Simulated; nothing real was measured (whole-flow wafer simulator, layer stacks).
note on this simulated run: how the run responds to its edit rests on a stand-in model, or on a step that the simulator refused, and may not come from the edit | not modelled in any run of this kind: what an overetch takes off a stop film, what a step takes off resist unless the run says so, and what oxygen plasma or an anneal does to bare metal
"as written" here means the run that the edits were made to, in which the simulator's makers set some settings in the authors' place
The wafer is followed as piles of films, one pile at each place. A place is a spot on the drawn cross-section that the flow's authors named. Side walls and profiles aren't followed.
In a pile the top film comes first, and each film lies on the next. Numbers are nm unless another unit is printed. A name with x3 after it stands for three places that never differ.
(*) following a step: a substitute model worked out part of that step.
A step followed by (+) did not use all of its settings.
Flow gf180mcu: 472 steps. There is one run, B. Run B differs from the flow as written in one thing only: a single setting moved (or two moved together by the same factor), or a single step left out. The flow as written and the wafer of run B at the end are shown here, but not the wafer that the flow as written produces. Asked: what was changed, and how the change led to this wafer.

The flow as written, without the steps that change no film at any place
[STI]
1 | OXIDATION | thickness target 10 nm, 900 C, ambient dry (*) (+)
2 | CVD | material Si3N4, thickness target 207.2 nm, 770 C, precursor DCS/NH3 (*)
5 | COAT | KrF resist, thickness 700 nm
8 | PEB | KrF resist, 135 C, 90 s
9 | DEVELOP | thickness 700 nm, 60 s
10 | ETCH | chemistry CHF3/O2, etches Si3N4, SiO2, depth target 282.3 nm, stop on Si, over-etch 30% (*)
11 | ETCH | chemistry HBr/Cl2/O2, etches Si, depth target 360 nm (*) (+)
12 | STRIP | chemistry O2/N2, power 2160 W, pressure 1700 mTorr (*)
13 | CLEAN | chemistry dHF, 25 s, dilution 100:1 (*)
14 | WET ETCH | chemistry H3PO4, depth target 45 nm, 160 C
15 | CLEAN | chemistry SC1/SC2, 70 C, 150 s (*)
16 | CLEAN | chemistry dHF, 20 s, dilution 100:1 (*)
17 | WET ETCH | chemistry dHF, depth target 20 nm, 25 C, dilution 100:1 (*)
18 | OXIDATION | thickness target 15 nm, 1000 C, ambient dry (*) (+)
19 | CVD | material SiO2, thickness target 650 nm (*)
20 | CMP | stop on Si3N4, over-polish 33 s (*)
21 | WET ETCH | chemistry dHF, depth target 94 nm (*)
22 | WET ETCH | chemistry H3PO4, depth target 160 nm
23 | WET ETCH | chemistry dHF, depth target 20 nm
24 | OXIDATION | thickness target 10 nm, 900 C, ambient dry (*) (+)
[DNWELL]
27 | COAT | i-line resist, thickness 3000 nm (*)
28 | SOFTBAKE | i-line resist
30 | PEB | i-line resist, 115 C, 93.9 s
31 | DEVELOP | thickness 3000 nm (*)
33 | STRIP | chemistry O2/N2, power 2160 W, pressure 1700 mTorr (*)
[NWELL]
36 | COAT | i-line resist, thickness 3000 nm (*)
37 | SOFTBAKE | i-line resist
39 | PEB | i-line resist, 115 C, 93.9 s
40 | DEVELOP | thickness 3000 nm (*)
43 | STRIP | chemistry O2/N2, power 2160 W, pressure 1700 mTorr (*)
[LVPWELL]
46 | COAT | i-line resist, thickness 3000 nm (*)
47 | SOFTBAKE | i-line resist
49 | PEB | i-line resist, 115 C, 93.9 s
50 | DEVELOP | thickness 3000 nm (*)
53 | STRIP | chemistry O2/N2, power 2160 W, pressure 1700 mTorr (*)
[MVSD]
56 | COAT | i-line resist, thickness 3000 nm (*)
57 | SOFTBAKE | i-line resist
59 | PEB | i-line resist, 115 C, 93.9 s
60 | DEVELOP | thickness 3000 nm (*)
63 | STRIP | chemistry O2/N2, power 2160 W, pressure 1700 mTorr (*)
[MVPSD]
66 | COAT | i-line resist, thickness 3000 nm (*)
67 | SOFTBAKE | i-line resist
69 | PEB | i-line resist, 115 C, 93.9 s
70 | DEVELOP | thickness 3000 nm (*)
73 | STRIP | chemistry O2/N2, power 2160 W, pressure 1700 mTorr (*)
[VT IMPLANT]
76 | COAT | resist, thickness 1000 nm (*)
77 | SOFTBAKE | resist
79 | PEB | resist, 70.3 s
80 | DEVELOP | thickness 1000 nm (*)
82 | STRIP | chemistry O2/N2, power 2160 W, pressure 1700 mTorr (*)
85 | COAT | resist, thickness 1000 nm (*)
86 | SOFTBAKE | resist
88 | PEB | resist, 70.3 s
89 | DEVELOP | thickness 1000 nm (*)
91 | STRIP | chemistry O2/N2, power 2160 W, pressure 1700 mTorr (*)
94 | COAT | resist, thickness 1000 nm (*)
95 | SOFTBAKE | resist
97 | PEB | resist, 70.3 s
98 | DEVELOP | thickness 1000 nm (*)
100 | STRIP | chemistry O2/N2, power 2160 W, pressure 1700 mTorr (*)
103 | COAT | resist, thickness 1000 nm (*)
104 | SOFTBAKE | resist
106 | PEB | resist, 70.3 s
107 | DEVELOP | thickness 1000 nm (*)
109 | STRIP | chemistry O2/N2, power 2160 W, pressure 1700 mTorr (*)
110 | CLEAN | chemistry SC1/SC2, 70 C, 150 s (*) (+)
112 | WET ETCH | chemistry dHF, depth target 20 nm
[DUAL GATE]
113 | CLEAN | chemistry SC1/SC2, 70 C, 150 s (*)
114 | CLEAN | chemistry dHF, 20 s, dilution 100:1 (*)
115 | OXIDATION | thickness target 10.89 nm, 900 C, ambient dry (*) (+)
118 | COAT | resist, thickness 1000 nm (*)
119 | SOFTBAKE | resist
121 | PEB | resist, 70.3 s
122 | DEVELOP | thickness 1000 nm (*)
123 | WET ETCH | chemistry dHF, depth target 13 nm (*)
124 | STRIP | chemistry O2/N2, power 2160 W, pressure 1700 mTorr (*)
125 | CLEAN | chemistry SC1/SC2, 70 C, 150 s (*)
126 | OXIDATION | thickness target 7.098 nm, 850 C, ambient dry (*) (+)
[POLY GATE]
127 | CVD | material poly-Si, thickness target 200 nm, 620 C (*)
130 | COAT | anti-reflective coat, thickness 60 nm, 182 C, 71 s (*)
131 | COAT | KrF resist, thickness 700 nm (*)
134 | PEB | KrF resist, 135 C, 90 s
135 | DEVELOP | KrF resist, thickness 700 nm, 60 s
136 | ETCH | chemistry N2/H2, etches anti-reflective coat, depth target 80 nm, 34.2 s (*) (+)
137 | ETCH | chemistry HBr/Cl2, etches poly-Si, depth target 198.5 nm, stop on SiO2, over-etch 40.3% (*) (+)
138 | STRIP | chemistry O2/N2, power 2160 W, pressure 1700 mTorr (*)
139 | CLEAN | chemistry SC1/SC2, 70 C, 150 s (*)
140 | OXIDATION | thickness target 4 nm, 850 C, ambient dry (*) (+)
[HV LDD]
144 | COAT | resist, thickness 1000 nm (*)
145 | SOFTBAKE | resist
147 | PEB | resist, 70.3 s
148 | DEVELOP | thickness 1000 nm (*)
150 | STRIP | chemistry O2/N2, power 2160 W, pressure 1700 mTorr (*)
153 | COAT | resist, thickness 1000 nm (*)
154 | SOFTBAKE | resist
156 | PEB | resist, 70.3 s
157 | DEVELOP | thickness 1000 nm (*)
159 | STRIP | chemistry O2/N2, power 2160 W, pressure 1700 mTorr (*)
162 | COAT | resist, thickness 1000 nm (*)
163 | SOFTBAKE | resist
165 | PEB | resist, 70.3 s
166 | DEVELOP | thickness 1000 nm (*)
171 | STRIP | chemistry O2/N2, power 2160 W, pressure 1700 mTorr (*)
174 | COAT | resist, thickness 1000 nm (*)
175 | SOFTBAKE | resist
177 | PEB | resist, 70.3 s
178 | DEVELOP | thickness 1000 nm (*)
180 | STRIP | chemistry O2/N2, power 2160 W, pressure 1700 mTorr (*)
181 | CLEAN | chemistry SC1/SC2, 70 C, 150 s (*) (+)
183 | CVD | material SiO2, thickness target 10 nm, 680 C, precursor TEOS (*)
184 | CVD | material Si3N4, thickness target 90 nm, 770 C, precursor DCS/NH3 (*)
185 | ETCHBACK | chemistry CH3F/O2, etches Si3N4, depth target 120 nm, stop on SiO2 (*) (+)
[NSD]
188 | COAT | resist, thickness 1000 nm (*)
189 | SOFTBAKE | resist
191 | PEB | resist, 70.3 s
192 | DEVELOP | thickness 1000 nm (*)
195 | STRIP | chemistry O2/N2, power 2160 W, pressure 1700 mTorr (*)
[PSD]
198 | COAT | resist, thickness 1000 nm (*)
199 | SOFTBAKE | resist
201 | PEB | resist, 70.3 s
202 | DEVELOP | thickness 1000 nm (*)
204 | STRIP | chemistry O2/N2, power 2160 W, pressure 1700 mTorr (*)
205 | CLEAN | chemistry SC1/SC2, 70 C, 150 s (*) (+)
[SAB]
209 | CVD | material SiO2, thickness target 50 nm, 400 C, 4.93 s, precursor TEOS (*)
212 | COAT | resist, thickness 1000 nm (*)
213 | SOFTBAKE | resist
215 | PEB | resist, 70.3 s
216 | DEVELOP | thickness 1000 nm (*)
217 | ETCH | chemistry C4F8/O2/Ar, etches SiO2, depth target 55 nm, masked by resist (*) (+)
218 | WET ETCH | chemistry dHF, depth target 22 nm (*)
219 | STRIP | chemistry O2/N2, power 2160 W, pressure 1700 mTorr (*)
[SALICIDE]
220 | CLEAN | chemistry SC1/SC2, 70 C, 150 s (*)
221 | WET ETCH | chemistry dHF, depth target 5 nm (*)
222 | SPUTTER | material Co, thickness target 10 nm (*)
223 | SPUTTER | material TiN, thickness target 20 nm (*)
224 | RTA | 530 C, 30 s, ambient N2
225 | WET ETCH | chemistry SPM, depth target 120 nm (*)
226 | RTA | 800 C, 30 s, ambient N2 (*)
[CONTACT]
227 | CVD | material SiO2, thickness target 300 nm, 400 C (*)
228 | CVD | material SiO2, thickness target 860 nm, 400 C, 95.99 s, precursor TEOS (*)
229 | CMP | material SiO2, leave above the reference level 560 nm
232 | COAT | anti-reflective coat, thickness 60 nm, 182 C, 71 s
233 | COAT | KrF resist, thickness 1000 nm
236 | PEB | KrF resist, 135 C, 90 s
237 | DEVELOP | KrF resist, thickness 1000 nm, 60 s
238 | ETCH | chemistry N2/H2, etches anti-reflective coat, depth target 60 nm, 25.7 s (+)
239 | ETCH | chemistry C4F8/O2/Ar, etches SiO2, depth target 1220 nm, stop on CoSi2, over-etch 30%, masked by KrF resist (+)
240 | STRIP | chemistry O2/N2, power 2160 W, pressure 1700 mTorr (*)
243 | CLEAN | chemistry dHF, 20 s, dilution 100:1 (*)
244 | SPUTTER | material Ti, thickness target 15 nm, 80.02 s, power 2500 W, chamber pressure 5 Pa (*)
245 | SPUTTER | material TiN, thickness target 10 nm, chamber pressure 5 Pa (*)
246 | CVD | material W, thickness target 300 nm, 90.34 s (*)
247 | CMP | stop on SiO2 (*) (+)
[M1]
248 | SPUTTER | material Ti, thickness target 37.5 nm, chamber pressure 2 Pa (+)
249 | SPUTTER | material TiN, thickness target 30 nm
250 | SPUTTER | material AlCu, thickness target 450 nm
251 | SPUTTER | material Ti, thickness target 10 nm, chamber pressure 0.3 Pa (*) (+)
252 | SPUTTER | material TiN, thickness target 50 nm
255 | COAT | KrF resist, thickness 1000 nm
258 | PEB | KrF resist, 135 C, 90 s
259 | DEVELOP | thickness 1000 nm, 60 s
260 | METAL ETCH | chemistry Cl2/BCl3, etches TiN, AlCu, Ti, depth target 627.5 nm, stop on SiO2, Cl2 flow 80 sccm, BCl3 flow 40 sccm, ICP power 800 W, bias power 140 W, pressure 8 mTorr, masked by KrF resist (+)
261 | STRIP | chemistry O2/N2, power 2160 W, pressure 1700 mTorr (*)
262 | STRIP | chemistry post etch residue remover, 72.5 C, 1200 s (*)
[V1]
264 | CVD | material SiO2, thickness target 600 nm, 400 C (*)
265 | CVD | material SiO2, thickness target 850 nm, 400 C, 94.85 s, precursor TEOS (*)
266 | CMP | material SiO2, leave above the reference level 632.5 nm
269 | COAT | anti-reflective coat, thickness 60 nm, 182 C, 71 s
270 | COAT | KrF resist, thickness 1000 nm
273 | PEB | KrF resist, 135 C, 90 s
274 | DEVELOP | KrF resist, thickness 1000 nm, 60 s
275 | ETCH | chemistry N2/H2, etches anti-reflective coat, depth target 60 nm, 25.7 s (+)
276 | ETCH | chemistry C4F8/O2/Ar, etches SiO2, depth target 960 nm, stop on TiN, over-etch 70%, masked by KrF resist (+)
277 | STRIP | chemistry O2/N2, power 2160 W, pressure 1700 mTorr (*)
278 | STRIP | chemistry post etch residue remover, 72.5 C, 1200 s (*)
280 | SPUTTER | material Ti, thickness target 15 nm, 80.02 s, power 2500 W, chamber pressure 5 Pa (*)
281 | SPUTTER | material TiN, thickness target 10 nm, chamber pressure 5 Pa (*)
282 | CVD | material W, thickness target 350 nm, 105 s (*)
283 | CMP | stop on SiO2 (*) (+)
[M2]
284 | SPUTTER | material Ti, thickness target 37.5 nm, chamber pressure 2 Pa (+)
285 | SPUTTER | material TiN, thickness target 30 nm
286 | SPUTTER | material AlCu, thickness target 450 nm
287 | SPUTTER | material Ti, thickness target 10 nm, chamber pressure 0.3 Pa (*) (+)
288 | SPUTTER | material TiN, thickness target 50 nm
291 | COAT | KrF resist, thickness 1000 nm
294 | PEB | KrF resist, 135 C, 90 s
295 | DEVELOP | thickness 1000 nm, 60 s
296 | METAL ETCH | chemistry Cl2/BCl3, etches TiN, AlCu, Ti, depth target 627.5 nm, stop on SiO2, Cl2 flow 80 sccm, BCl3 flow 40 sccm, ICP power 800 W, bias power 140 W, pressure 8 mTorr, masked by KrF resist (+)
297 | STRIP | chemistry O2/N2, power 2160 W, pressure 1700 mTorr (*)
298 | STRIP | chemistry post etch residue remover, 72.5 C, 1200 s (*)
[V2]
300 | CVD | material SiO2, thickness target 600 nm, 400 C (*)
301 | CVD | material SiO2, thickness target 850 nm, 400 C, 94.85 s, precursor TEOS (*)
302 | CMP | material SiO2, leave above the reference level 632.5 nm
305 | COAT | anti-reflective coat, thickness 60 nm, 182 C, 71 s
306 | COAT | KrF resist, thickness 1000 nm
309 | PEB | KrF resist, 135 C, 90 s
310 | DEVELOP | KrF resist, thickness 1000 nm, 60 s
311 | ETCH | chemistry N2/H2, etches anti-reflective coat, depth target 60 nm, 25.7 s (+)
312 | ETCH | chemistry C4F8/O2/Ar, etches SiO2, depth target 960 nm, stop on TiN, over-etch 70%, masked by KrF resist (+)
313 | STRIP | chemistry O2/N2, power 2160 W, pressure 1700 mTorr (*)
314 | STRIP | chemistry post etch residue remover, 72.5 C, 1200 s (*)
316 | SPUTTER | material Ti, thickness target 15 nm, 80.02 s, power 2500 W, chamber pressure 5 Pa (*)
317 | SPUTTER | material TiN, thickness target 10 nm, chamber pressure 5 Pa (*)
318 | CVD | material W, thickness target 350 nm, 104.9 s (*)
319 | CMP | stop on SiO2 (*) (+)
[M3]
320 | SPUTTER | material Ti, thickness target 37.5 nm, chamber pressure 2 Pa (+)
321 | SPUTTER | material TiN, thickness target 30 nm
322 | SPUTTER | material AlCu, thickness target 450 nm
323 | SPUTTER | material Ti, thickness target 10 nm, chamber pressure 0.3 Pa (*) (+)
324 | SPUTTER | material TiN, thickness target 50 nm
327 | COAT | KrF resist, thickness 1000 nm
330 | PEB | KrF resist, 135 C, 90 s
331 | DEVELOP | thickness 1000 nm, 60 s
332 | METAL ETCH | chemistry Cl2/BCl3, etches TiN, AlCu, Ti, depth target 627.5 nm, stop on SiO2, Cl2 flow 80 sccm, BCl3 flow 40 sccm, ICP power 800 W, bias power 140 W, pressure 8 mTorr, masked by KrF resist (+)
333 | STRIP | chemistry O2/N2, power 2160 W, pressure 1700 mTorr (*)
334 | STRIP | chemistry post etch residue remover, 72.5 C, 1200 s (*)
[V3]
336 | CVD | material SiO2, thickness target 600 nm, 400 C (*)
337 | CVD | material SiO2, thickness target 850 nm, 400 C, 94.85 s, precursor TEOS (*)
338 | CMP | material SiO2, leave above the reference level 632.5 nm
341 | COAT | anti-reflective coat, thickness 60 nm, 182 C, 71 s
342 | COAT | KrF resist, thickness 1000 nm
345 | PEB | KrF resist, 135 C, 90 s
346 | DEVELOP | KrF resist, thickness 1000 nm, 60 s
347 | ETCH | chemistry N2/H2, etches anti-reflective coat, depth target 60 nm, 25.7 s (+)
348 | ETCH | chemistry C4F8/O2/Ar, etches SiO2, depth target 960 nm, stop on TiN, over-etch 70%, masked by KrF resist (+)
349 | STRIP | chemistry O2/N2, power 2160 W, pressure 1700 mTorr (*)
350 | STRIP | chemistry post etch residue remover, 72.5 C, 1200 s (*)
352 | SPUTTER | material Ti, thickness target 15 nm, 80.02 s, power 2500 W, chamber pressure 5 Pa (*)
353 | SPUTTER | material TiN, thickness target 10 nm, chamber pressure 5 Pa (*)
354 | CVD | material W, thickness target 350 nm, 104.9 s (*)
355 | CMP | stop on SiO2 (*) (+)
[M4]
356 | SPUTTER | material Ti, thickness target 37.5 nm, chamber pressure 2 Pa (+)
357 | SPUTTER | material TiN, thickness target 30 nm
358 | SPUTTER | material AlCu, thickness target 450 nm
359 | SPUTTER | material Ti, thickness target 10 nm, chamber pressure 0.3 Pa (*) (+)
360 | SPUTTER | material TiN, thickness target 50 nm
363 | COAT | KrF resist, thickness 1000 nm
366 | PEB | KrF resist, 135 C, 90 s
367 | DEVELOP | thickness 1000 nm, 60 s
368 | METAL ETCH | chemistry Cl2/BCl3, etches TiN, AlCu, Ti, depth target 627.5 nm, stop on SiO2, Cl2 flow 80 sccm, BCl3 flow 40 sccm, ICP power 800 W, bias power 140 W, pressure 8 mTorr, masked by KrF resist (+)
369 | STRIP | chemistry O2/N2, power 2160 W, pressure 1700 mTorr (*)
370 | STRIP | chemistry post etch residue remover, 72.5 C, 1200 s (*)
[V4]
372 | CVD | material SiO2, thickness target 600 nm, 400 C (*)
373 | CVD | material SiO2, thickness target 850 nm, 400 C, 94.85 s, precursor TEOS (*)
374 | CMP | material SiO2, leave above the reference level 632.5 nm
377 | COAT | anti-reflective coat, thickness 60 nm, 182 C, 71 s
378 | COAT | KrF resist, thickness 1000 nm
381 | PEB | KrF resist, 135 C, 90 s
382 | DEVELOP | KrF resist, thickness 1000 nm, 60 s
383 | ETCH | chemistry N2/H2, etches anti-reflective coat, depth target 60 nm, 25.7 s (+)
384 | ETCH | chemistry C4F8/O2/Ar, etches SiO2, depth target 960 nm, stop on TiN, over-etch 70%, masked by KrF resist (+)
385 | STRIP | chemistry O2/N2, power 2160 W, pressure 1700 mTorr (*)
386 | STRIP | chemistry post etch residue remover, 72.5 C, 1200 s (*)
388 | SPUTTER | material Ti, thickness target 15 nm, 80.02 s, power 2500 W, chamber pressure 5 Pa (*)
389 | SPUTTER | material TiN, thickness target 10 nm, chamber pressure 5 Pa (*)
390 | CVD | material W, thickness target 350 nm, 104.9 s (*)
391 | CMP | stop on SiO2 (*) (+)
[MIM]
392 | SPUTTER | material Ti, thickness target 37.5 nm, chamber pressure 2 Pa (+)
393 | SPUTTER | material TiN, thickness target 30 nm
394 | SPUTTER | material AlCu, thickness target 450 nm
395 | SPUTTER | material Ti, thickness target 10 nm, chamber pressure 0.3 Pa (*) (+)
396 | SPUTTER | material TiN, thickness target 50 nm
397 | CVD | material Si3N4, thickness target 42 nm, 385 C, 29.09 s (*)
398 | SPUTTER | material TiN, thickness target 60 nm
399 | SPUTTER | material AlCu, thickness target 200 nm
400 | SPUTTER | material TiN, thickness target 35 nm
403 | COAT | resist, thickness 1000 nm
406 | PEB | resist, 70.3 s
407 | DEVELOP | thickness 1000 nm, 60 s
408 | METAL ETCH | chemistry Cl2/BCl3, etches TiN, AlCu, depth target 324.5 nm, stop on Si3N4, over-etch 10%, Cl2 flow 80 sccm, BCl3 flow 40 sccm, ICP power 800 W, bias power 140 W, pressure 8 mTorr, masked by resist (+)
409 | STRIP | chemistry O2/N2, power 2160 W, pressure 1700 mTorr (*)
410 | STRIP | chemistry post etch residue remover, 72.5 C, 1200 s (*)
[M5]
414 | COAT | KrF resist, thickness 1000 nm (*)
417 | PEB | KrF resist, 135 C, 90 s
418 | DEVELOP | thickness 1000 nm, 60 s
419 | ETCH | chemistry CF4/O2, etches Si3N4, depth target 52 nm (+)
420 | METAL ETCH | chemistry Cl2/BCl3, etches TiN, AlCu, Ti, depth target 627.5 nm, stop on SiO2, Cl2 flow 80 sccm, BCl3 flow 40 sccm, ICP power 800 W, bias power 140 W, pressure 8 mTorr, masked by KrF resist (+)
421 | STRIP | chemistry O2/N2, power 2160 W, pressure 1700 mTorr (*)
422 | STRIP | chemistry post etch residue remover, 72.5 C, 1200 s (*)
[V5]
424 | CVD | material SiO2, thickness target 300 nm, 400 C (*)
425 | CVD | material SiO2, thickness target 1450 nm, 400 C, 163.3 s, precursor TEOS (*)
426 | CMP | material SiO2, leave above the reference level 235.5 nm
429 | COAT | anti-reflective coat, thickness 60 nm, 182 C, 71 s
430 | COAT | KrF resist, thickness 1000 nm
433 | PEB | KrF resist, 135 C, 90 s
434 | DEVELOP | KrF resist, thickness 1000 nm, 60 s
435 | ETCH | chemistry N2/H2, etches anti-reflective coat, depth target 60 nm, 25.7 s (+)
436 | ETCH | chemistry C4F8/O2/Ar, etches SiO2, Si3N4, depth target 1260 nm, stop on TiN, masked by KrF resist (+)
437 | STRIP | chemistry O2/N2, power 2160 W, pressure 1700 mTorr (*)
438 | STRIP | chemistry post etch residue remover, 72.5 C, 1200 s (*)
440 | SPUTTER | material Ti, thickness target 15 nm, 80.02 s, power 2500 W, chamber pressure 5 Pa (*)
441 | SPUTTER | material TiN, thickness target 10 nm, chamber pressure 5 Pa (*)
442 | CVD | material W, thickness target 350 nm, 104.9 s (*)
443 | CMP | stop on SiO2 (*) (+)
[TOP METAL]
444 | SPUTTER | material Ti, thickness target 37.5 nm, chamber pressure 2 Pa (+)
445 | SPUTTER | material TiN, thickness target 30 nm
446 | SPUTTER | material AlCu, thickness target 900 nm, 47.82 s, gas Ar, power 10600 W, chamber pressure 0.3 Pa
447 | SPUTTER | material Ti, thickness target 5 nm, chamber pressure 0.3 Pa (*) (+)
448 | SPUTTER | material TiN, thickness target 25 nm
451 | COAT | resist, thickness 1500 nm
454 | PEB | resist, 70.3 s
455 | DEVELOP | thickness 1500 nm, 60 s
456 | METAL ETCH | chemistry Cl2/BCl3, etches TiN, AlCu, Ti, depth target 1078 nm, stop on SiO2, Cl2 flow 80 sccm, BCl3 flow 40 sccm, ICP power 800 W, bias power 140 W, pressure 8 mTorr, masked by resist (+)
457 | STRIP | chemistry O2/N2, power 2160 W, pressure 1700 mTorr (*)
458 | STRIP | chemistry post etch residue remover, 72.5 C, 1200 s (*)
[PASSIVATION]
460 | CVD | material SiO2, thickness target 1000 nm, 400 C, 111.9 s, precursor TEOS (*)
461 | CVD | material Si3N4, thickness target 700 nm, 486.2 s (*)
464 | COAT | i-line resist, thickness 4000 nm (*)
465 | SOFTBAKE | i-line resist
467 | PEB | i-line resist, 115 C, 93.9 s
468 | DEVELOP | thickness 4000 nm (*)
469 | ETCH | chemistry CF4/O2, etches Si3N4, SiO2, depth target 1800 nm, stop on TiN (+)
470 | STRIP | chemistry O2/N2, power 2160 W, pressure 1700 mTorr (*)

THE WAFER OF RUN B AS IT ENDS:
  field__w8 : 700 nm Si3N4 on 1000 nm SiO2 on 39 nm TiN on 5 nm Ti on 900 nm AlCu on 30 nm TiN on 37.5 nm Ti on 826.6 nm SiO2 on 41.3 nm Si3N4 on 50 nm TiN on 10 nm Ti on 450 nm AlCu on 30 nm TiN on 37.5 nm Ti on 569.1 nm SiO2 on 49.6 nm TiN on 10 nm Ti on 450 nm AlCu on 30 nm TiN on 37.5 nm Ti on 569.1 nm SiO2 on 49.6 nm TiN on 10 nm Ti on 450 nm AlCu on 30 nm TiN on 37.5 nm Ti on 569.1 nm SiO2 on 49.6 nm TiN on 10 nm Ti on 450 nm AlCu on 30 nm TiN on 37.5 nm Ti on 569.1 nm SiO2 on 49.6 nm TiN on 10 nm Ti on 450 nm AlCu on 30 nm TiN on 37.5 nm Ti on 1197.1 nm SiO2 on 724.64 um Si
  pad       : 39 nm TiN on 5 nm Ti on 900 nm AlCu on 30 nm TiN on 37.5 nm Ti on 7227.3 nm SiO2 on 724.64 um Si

What caused this: step 448, SPUTTER: thickness target 39.4 nm was run, though the flow has thickness target 25 nm.

Step by step, how the change led to this:
  448 | SPUTTER | material TiN, thickness target 25 nm
      field, field__w1, field__w2 and 109 more: TiN gains 39.4 (new film) (as written it would have been: TiN gains 25 (new film))
  456 | METAL ETCH | chemistry Cl2/BCl3, etches TiN, AlCu, Ti, depth target 1078 nm, stop on SiO2, Cl2 flow 80 sccm, BCl3 flow 40 sccm, ICP power 800 W, bias power 140 W, pressure 8 mTorr, masked by resist (+)
      field, field__w1, field__w2 and 103 more: TiN loses 39.4 (all of it), Ti loses 5 (all of it), AlCu loses 900 (all of it), TiN loses 30 (all of it), Ti loses 37.5 (all of it) (as written it would have been: TiN loses 25 (all of it), Ti loses 5 (all of it), AlCu loses 900 (all of it), TiN loses 30 (all of it), Ti loses 37.5 (all of it))
  465 | SOFTBAKE | i-line resist
      gate: i-line resist loses 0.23 (as written it would have been: i-line resist gains 1.79)
      ld_acc_p, ld_fp_p, ld_drift_p: i-line resist gains 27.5 (as written it would have been: i-line resist gains 33.8)
      (as well as at 59 more places)
